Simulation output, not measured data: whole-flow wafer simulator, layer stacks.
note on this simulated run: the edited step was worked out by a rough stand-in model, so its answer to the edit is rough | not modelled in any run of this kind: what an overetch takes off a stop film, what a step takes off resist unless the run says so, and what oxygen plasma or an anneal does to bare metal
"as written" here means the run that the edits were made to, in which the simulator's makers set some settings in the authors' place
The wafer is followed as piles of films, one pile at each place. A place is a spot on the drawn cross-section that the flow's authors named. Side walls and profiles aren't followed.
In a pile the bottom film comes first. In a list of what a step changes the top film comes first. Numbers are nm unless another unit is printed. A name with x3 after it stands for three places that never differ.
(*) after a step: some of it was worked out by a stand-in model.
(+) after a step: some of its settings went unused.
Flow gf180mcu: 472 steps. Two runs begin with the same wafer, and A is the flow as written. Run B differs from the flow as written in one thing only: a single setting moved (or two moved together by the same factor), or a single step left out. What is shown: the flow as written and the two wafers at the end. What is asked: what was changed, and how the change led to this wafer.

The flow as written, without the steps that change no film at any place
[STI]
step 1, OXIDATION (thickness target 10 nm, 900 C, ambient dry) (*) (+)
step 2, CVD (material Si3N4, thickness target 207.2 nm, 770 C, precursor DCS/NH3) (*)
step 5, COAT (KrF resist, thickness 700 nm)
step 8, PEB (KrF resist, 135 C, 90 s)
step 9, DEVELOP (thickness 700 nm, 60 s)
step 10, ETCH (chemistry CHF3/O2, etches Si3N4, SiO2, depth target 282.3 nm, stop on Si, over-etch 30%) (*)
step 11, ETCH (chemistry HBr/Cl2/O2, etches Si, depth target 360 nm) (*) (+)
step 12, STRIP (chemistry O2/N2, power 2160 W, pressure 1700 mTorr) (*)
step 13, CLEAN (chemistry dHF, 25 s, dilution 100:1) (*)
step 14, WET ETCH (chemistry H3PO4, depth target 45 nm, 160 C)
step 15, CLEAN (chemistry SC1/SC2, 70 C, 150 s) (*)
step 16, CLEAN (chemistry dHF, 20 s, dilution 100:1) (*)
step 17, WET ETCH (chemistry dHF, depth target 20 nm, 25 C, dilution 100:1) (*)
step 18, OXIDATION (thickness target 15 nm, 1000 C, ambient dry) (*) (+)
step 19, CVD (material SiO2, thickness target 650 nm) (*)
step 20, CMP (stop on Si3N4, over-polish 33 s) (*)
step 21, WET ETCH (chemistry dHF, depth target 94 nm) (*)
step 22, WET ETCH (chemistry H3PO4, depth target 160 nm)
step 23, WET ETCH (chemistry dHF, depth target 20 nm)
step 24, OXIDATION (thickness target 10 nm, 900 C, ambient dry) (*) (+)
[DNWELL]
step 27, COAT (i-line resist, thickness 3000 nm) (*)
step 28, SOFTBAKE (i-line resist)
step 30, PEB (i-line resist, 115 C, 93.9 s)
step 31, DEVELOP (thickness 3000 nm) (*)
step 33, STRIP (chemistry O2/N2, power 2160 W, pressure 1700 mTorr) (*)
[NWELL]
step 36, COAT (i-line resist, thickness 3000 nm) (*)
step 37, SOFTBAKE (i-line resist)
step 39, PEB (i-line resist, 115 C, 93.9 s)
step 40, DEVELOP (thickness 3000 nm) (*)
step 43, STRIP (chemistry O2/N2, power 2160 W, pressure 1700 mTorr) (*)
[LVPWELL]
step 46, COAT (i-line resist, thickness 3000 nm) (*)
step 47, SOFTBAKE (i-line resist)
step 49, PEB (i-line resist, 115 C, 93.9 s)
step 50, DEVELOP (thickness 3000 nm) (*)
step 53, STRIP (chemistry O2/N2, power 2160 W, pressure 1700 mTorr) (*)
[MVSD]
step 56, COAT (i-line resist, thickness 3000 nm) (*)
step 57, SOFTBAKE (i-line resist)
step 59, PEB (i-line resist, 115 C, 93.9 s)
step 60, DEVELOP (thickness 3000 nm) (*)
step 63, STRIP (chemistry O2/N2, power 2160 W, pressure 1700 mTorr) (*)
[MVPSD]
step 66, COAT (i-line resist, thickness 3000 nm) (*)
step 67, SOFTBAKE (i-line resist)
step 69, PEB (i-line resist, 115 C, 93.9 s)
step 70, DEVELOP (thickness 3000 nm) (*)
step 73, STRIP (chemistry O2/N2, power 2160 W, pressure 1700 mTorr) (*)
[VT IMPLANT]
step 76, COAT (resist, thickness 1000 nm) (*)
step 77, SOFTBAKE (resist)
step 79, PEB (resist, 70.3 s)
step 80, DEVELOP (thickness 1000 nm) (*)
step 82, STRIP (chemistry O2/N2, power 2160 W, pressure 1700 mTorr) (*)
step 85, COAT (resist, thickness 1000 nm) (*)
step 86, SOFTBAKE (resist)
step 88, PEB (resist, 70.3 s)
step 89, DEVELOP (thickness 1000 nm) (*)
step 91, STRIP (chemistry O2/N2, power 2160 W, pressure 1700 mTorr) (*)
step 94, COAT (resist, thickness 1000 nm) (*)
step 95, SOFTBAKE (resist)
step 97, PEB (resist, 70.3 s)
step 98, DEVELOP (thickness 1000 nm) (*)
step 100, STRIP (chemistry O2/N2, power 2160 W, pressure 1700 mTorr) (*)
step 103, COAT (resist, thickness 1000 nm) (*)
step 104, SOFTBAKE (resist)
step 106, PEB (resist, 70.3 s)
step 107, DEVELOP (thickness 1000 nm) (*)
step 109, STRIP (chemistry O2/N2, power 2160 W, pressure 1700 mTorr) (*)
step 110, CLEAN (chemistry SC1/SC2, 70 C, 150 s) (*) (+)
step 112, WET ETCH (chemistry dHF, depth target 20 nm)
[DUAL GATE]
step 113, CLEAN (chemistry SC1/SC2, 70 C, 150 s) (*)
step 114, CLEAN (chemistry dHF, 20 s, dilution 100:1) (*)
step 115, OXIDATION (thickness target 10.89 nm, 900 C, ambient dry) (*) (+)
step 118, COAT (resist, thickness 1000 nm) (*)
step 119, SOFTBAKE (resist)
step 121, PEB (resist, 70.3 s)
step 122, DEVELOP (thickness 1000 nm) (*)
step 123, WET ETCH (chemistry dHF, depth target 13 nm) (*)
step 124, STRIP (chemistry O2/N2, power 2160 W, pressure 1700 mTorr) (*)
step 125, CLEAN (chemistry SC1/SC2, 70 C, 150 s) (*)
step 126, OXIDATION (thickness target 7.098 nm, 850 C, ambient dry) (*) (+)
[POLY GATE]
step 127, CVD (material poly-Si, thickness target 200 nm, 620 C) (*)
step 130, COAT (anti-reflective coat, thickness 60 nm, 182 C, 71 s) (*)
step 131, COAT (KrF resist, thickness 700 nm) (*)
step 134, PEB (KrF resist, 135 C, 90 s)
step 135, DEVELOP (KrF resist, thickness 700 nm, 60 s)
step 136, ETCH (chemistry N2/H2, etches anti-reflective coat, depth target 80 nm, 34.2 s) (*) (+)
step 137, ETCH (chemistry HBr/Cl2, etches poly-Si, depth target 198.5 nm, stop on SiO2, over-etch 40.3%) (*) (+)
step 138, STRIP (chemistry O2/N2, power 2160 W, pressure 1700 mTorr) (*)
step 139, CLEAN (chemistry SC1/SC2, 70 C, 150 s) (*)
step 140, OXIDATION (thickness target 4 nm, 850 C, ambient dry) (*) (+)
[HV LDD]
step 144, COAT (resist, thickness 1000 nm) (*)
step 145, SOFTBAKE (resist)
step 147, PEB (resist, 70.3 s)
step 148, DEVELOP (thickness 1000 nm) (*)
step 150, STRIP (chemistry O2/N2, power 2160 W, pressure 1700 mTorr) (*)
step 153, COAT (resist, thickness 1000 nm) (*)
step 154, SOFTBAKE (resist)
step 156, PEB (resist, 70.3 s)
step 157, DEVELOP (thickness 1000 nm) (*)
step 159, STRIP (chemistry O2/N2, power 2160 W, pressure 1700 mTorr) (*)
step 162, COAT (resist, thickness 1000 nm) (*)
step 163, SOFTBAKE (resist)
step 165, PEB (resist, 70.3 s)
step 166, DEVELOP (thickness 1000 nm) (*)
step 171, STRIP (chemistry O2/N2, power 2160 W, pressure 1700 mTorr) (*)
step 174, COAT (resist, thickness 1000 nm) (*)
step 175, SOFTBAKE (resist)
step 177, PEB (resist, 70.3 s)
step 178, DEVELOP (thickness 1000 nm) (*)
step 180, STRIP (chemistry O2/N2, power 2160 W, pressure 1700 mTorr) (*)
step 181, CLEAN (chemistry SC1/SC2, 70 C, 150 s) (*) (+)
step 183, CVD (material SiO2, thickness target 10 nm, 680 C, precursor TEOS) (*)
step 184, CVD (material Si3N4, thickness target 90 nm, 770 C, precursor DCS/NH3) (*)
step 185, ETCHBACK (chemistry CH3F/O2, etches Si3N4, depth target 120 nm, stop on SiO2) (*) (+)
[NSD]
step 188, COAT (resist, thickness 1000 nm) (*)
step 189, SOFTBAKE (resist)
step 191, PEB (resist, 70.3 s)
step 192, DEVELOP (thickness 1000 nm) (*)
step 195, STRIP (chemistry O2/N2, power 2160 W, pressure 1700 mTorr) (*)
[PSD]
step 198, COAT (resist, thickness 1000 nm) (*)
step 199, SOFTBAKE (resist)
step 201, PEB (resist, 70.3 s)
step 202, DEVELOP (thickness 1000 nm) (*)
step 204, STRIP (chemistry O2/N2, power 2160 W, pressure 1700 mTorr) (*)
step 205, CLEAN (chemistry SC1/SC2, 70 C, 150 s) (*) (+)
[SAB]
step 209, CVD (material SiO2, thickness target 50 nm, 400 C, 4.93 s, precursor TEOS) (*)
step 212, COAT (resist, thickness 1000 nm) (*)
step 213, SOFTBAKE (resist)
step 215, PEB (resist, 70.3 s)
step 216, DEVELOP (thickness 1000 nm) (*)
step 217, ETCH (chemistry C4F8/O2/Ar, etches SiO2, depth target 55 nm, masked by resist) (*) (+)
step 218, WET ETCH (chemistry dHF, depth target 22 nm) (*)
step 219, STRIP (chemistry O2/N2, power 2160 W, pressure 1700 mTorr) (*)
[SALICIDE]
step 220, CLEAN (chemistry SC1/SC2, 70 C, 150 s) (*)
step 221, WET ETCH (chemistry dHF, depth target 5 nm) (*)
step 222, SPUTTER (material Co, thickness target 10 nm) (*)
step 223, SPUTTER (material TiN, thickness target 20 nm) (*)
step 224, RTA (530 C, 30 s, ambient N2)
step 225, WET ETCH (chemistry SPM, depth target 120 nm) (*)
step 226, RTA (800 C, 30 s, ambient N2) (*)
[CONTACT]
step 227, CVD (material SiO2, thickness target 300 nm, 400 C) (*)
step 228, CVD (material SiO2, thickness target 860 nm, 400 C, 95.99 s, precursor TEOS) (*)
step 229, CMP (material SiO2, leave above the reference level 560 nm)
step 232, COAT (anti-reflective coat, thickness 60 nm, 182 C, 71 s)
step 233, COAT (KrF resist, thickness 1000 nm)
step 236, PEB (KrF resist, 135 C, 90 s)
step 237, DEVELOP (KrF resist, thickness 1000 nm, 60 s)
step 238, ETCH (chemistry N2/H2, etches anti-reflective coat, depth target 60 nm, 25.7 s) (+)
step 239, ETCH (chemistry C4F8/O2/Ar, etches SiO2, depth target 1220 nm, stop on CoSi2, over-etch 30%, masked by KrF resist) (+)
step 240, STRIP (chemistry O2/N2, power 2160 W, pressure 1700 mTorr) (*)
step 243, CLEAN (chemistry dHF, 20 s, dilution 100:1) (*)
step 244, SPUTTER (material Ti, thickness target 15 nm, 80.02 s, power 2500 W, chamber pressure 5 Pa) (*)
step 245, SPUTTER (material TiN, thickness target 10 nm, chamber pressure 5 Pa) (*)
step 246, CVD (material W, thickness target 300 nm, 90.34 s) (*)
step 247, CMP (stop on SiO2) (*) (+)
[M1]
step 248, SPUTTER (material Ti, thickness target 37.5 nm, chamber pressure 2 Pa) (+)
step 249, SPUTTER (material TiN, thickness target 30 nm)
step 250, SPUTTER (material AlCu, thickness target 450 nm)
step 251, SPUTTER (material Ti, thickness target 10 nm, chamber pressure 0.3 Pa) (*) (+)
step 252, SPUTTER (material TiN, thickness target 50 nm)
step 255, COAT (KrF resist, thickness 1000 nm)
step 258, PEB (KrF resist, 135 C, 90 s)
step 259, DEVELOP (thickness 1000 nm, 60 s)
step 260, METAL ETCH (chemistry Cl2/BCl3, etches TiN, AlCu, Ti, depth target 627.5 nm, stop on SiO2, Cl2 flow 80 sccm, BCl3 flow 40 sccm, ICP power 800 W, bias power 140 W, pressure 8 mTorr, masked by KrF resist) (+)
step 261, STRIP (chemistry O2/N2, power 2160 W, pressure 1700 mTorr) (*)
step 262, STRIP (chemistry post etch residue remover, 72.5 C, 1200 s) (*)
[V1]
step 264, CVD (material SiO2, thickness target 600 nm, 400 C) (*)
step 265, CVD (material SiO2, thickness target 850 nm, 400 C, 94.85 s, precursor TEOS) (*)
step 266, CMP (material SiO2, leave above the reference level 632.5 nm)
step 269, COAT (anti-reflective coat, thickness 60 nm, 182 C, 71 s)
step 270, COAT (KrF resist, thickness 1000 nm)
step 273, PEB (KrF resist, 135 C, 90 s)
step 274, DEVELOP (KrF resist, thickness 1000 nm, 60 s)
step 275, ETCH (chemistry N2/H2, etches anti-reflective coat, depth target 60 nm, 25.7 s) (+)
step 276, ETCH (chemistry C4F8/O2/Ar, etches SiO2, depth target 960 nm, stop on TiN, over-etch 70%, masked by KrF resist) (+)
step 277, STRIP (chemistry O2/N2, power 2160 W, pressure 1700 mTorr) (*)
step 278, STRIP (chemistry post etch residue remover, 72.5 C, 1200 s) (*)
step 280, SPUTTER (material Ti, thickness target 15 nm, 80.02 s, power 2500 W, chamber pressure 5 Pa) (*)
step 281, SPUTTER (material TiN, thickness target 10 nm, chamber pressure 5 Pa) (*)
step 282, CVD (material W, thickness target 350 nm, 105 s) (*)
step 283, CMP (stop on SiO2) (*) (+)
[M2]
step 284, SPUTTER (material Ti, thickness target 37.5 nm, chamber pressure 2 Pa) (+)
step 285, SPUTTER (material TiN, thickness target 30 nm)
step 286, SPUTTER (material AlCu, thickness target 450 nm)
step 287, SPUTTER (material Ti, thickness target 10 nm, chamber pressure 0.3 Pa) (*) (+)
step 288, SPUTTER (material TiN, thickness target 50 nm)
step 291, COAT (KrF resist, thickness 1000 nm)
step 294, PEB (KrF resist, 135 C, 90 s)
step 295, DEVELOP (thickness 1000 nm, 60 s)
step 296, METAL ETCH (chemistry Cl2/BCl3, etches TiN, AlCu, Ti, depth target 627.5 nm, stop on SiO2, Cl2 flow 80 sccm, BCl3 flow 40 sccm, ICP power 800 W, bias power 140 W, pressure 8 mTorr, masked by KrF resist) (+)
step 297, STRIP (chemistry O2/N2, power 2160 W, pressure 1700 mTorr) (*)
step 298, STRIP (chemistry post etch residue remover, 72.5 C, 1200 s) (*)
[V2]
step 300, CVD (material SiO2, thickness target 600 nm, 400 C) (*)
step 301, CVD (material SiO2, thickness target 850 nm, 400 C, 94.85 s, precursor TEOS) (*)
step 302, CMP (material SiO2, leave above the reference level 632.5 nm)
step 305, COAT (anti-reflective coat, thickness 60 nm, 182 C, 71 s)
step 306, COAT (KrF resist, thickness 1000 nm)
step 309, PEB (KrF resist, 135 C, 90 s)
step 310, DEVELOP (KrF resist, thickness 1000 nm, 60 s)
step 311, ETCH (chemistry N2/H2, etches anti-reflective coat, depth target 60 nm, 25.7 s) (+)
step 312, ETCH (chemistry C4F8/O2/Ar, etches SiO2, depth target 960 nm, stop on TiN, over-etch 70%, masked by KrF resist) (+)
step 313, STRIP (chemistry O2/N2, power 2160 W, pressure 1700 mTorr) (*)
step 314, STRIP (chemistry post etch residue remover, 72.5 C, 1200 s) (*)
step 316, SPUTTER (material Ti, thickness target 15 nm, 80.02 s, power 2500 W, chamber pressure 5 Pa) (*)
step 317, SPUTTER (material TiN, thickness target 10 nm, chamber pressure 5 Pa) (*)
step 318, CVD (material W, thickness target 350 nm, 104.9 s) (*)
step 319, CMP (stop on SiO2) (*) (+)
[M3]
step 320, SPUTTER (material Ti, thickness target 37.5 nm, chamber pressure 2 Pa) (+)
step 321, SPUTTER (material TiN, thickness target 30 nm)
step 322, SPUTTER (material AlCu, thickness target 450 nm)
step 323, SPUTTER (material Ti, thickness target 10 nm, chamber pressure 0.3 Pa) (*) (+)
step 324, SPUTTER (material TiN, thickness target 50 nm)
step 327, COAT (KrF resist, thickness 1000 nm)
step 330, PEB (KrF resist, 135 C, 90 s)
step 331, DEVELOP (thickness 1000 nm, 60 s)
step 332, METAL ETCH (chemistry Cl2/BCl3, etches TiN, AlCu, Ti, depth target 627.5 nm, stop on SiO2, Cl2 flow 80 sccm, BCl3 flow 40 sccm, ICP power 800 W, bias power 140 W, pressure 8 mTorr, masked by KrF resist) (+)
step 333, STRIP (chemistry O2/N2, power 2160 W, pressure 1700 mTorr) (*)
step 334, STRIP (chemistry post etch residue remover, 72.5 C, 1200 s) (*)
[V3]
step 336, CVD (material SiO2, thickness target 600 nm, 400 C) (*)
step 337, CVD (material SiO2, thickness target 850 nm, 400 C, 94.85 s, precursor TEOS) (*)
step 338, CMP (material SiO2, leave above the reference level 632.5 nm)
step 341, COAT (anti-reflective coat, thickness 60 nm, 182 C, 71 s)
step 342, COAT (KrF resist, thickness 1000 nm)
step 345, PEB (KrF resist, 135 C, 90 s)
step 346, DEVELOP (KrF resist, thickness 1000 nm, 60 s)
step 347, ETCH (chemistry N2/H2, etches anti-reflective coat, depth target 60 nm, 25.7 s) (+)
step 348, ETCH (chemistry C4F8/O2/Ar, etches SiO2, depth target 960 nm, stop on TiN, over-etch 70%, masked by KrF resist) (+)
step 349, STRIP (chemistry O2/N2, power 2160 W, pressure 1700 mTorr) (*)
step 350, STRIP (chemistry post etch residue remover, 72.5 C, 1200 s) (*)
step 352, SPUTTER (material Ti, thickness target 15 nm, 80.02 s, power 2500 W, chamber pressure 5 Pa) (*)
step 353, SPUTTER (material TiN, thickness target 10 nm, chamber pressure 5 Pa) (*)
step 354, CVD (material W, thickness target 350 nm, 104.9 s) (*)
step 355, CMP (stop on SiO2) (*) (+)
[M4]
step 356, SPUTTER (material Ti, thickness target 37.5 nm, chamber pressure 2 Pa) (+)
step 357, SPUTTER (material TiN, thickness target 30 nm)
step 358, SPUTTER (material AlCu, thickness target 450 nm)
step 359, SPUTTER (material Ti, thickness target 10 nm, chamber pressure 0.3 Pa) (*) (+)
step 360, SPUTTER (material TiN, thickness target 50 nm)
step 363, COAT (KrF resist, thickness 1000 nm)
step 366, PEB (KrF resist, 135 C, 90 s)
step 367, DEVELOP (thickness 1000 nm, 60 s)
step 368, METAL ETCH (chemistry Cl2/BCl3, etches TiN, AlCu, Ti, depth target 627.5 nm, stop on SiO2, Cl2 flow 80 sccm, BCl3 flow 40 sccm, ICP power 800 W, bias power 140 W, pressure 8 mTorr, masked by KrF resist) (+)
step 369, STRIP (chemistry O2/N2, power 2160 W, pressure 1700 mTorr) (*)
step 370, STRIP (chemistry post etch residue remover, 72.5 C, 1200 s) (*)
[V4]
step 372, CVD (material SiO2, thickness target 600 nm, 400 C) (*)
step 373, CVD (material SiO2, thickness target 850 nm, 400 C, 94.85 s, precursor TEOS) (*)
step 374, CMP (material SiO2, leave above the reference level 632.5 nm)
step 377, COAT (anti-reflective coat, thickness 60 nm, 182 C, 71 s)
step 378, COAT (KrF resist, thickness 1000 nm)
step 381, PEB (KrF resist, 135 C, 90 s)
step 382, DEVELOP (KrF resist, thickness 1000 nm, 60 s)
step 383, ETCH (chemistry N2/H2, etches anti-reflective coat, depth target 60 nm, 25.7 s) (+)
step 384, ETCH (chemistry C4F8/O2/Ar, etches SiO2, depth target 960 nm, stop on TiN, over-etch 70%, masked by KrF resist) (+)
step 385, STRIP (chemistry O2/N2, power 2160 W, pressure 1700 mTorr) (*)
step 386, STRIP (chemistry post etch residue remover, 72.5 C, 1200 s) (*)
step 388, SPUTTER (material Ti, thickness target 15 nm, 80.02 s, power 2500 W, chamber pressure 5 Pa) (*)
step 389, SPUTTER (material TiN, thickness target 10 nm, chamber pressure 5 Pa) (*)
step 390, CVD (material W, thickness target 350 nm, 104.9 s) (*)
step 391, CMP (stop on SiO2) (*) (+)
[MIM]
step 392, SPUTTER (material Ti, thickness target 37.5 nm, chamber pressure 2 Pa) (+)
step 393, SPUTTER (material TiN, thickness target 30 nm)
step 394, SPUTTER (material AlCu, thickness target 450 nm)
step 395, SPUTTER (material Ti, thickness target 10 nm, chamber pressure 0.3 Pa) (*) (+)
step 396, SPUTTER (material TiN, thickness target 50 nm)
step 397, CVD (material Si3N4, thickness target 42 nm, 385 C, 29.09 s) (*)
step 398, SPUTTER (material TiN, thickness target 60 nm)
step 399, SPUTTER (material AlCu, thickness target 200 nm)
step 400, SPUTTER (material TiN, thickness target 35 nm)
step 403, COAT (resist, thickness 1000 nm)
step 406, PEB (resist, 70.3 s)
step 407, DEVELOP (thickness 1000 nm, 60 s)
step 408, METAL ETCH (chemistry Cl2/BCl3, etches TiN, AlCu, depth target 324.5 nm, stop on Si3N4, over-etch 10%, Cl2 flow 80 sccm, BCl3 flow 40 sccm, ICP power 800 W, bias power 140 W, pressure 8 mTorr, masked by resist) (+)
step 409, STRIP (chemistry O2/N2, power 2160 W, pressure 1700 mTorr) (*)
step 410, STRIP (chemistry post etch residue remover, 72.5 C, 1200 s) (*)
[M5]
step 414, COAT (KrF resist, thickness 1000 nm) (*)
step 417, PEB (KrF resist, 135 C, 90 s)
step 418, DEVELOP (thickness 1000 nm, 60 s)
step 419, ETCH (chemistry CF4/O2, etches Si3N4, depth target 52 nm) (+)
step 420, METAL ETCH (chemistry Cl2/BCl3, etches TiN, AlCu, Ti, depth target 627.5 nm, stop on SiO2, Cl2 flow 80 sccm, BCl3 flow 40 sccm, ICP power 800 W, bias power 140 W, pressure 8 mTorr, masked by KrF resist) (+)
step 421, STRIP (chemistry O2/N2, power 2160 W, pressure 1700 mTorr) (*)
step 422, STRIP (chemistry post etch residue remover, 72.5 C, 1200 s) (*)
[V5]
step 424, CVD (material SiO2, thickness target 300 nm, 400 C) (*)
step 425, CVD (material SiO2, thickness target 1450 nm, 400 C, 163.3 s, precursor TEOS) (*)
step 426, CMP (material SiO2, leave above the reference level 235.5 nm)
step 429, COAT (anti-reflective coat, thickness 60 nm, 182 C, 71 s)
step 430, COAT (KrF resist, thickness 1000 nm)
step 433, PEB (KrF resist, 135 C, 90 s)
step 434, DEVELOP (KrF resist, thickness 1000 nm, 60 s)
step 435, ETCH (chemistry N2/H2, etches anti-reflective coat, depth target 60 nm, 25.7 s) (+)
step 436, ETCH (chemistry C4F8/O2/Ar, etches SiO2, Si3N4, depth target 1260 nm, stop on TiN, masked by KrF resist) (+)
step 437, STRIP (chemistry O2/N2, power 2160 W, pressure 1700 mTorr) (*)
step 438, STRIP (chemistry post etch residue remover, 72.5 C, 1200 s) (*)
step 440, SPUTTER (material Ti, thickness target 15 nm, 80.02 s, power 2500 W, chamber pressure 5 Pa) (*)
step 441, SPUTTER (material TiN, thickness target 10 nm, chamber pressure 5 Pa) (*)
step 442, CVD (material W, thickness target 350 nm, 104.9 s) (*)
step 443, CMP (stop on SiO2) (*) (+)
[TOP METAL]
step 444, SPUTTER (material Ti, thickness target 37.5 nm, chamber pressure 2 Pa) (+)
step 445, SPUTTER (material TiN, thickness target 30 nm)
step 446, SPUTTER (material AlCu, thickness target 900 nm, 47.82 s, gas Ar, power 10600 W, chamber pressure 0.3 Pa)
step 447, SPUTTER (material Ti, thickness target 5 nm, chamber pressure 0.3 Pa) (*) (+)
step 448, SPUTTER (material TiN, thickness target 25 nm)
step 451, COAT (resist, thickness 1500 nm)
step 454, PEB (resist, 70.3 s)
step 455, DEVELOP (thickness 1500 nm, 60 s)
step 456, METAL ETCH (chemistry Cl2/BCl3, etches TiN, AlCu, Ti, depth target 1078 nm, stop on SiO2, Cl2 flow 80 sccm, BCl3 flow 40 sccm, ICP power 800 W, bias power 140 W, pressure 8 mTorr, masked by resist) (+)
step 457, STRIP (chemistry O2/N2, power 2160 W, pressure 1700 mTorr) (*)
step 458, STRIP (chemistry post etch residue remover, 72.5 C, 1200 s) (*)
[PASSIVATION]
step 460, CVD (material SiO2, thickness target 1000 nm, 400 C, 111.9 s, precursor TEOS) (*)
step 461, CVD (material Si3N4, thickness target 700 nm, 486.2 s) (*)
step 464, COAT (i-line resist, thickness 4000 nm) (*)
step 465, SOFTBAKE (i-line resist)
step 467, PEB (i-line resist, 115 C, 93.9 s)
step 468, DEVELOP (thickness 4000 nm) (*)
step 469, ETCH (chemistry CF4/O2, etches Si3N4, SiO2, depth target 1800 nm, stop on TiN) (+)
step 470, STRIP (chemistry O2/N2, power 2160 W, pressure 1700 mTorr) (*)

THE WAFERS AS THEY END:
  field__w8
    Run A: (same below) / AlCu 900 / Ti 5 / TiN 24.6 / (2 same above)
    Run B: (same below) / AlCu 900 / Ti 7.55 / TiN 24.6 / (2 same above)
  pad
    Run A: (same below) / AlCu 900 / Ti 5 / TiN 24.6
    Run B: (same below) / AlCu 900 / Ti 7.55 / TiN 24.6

The reason: step 447, SPUTTER: thickness target 7.55 nm was run, though the flow has thickness target 5 nm.
The wafer itself shows it: field__w8 has Ti 7.55, and step 447 as written asks for 5 nm.

How this came from the change, step by step:
  step 447, SPUTTER (material Ti, thickness target 5 nm, chamber pressure 0.3 Pa) (*) (+)
      field, field__w1, field__w2 and 109 more: A +5 Ti (new film) | B +7.55 Ti (new film)
  step 456, METAL ETCH (chemistry Cl2/BCl3, etches TiN, AlCu, Ti, depth target 1078 nm, stop on SiO2, Cl2 flow 80 sccm, BCl3 flow 40 sccm, ICP power 800 W, bias power 140 W, pressure 8 mTorr, masked by resist) (+)
      field, field__w1, field__w2 and 103 more: A -25 TiN (all of it), -5 Ti (all of it), -900 AlCu (all of it), -30 TiN (all of it), -37.5 Ti (all of it) | B -25 TiN (all of it), -7.55 Ti (all of it), -900 AlCu (all of it), -30 TiN (all of it), -37.5 Ti (all of it)
